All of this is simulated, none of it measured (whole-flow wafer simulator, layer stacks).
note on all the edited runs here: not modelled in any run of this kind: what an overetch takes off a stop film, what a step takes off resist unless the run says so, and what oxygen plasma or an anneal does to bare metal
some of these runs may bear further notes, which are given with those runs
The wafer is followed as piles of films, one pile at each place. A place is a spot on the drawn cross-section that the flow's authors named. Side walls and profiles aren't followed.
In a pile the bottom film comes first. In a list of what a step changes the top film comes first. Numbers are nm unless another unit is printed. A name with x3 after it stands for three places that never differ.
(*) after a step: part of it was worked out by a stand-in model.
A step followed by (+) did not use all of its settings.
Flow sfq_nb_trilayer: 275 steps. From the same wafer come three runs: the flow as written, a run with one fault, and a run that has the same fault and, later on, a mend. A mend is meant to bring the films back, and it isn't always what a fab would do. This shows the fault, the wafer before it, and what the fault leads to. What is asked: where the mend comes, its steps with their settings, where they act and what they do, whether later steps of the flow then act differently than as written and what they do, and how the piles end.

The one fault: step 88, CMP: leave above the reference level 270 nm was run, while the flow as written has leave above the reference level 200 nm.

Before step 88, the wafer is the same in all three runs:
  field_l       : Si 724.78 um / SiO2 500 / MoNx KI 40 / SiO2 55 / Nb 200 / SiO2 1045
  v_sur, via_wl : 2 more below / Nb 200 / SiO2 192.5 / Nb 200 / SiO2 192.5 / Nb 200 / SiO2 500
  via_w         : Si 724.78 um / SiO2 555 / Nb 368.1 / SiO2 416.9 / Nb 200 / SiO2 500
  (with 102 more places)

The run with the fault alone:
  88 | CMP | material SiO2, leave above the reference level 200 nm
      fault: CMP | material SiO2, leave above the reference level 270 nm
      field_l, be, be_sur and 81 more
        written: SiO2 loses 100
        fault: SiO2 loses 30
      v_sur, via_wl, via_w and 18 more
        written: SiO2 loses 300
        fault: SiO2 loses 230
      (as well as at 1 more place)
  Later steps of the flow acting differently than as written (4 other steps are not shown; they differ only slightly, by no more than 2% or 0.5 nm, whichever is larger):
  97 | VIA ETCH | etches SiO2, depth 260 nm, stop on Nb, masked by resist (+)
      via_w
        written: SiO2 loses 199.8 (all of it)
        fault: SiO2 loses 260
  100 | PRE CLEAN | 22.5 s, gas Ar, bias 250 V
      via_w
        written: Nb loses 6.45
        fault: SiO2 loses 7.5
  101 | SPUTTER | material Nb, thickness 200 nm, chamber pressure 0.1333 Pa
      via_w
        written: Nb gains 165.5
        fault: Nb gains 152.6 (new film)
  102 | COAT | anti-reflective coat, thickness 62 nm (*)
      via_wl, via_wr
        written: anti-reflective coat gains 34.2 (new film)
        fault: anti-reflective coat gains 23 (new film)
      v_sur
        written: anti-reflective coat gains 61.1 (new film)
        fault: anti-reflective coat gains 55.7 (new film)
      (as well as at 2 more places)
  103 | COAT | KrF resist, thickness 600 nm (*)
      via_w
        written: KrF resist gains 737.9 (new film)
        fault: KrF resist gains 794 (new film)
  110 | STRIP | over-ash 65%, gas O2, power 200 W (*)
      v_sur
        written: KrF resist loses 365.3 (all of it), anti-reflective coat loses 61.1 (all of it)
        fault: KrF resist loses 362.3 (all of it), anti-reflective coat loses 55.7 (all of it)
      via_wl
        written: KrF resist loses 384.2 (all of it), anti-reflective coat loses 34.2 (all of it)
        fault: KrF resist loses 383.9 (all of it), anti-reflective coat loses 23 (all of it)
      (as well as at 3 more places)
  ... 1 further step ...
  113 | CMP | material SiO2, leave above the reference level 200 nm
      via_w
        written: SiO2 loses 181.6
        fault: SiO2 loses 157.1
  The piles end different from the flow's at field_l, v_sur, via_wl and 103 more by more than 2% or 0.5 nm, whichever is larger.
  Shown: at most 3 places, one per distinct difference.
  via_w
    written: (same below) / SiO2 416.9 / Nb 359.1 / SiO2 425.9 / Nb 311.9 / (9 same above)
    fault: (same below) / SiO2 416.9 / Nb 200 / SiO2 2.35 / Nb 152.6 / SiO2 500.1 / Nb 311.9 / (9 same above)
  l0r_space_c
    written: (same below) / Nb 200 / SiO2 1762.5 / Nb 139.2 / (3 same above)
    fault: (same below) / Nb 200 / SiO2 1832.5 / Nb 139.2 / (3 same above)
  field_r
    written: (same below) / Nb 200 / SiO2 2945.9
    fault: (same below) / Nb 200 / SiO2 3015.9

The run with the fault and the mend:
  The mend stands after step 89.
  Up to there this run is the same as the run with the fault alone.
  89a | CMP | material SiO2, leave above the reference level 200 nm (the flow's step 88 again)
      field_l, v_sur, via_wl and 103 more
        SiO2 loses 70
  Later steps of the flow that are run all act as written at every place that is followed.
  At every place that both follow, the piles at the end match the flow's.
